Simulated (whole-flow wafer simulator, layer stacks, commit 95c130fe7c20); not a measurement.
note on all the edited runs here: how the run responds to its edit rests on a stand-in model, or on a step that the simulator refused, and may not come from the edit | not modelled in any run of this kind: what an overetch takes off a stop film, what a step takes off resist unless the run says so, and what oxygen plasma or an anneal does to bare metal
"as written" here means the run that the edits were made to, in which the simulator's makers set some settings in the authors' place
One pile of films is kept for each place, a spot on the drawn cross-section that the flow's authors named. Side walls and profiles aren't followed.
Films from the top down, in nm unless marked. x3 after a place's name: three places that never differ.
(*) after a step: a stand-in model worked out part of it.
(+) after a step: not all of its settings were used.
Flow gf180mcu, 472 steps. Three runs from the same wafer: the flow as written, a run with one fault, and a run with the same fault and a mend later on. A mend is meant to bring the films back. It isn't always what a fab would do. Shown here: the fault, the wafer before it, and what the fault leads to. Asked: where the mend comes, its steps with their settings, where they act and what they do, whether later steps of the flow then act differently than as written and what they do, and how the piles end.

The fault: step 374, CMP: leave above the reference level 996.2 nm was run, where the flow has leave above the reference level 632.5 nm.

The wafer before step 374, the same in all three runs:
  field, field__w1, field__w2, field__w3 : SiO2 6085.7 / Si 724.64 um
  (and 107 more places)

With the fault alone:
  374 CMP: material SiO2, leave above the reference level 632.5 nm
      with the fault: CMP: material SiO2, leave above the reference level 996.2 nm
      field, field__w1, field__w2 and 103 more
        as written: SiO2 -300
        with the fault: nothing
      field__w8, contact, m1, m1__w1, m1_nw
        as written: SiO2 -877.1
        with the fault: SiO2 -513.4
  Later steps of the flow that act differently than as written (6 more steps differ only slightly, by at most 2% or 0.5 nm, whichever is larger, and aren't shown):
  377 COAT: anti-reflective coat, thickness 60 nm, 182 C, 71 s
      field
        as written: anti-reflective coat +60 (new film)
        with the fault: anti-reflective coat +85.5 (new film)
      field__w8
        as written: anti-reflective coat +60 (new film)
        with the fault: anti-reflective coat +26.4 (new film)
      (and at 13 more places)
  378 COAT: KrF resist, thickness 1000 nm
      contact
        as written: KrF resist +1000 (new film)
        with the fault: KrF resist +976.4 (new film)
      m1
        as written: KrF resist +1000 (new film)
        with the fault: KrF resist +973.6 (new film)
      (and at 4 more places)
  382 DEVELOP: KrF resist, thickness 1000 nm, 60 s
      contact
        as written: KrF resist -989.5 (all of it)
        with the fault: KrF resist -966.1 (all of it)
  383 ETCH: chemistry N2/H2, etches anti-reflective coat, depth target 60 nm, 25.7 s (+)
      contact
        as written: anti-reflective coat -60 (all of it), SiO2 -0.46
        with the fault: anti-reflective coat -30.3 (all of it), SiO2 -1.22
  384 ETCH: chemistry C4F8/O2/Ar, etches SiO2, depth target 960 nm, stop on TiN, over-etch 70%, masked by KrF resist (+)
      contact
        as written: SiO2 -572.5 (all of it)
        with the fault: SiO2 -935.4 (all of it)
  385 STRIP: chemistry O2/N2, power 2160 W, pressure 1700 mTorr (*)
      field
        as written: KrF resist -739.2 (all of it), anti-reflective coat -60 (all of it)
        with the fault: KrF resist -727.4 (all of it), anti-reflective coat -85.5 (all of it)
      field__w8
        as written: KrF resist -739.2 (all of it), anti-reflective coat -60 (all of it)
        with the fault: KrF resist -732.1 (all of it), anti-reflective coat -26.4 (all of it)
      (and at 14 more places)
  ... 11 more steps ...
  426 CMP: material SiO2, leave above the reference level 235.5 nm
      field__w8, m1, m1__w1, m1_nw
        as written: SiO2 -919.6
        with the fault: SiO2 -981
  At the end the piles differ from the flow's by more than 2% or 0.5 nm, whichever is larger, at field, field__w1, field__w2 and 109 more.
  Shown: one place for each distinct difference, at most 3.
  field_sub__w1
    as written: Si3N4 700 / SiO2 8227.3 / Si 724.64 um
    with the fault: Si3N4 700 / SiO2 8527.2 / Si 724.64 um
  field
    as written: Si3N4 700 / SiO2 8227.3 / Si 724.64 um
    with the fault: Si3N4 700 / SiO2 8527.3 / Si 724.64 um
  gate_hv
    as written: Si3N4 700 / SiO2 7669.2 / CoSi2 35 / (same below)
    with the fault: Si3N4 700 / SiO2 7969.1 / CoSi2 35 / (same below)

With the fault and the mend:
  The mend comes after step 382.
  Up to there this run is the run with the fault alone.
  382a STRIP: chemistry O2/N2, power 2160 W, pressure 1700 mTorr (*)
      iso_ptap_pw, iso_ntap_nw, iso_nw_fld and 33 more
        KrF resist -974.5 (all of it), anti-reflective coat -60 (all of it)
      field_sub, field_sub__w1, field_sub__w2 and 15 more
        KrF resist -975.1 (all of it), anti-reflective coat -60.2 (all of it)
      field__w6, field__w7, field__w11 and 7 more
        KrF resist -975.2 (all of it), anti-reflective coat -60.2 (all of it)
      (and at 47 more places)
  382b CMP: material SiO2, leave above the reference level 632.5 nm (the flow's step 374 once more)
      field, field__w1, field__w2 and 103 more
        SiO2 -300
      field__w8, contact, m1, m1__w1, m1_nw
        SiO2 -363.7
  382c HMDS: 120 C, 60 s (the flow's step 376 once more)
      changes no film at any place that is followed
  382d COAT: anti-reflective coat, thickness 60 nm, 182 C, 71 s (the flow's step 377 once more)
      field, field__w1, field__w2 and 108 more
        anti-reflective coat +60 (new film)
  382e COAT: KrF resist, thickness 1000 nm (the flow's step 378 once more)
      field, field__w1, field__w2 and 108 more
        KrF resist +1000 (new film)
  382f SOFTBAKE: KrF resist (the flow's step 379 once more)
      changes no film at any place that is followed
  382g EXPOSE: photomask Via4 (the flow's step 380 once more)
      changes no film at any place that is followed
  382h PEB: KrF resist, 135 C, 90 s (the flow's step 381 once more)
      field, field__w1, field__w2 and 108 more
        KrF resist -10.5
  382i DEVELOP: KrF resist, thickness 1000 nm, 60 s (the flow's step 382 once more)
      field, field__w1, field__w2 and 107 more
        KrF resist -14.9
      contact
        KrF resist -989.5 (all of it)
  No later step of the flow acts differently than as written at any place that is followed.
  At the end the piles are the same as the flow's at every place that both follow.
